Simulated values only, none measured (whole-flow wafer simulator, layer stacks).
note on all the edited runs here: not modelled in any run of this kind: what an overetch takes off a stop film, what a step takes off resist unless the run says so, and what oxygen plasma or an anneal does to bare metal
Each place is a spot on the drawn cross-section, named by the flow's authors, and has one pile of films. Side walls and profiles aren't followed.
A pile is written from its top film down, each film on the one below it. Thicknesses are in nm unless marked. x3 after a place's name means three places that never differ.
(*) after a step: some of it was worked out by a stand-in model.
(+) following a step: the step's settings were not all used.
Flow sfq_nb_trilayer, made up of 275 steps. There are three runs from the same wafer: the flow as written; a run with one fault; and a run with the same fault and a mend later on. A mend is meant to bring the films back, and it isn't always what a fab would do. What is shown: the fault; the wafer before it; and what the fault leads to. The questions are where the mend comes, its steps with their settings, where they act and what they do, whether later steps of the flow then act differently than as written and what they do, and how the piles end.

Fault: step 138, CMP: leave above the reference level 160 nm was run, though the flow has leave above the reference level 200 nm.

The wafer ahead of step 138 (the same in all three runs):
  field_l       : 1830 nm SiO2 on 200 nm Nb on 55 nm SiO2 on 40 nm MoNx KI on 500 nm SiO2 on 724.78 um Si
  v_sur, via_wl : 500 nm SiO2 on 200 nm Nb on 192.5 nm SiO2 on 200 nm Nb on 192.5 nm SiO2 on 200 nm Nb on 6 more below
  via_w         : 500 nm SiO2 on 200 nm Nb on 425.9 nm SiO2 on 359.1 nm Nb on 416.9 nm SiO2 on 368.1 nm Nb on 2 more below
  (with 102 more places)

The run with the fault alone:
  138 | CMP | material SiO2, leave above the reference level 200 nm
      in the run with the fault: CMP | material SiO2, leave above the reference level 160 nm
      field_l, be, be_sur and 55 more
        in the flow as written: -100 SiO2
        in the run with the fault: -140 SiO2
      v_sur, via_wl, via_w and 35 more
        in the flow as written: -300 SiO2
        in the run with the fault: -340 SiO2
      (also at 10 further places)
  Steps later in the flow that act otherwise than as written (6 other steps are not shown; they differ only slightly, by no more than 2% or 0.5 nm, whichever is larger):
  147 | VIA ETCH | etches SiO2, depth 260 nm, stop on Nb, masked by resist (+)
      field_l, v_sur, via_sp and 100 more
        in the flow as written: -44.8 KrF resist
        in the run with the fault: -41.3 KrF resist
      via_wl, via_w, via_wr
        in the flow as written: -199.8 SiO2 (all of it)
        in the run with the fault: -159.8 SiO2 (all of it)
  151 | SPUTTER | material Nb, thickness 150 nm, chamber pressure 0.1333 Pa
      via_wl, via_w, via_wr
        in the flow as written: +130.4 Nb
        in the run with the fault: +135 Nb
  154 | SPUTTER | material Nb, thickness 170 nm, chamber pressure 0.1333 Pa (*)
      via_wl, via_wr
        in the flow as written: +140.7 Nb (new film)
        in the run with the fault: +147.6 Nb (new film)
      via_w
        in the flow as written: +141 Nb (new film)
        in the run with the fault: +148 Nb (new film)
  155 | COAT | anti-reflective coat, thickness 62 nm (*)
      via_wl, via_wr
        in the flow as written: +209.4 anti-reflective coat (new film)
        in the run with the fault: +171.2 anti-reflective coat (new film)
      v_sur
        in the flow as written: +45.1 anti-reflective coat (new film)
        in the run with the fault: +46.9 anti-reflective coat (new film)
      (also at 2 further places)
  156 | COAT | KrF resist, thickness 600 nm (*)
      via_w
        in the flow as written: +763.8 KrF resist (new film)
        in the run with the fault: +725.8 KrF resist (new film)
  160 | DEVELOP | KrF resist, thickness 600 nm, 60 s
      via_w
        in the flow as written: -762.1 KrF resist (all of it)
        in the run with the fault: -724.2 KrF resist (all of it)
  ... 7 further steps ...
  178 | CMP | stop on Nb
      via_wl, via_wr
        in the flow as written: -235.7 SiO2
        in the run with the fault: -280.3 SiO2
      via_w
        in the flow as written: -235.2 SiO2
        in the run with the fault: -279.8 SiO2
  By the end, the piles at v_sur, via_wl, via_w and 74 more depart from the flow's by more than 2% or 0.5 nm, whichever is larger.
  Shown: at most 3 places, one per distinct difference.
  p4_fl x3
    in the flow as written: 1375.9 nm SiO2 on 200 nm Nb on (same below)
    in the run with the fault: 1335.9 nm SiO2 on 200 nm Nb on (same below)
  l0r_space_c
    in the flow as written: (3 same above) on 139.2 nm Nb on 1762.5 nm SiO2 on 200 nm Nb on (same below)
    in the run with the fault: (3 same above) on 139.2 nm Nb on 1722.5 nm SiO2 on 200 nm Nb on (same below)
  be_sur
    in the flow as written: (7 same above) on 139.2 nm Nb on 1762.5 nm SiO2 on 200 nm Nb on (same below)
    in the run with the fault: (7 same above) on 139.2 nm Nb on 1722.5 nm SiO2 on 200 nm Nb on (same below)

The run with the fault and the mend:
  The mend stands after step 145.
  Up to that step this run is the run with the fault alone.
  145a | STRIP | over-ash 65%, gas O2, power 200 W (*)
      field_l, v_sur, via_sp and 100 more
        -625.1 KrF resist (all of it), -62 anti-reflective coat (all of it)
      via_wl, via_w, via_wr
        -62 anti-reflective coat (all of it)
  145b | PECVD | material SiO2, thickness 40 nm, 150 C, 8.889 s, RF power 183.3 W, pressure 2.4 Torr, precursor SiH4/N2O (a further turn of the flow's step 137, with different settings)
      field_l, v_sur, via_wl and 103 more
        +40 SiO2
  145c | COAT | anti-reflective coat, thickness 62 nm (a further turn of the flow's step 140)
      field_l, v_sur, via_wl and 103 more
        +62 anti-reflective coat (new film)
  145d | COAT | KrF resist, thickness 650 nm (a further turn of the flow's step 141)
      field_l, v_sur, via_wl and 103 more
        +650 KrF resist (new film)
  145e | SOFTBAKE | KrF resist (a further turn of the flow's step 142)
      leaves every film unchanged at each place that is followed
  145f | EXPOSE | photomask I4, dose 11.93 mJ/cm2, NA 0.6, wavelength 248 nm (*) (a further turn of the flow's step 143)
      leaves every film unchanged at each place that is followed
  145g | PEB | KrF resist, 90 s (a further turn of the flow's step 144)
      field_l, v_sur, via_wl and 103 more
        -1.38 KrF resist
  145h | DEVELOP | KrF resist, thickness 650 nm, 60 s (a further turn of the flow's step 145)
      field_l, v_sur, via_sp and 100 more
        -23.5 KrF resist
      via_wl, via_w, via_wr
        -648.6 KrF resist (all of it)
  Every later step of the flow that is run acts as written at every place that is followed.
  At every place that both follow, the piles at the end match the flow's.
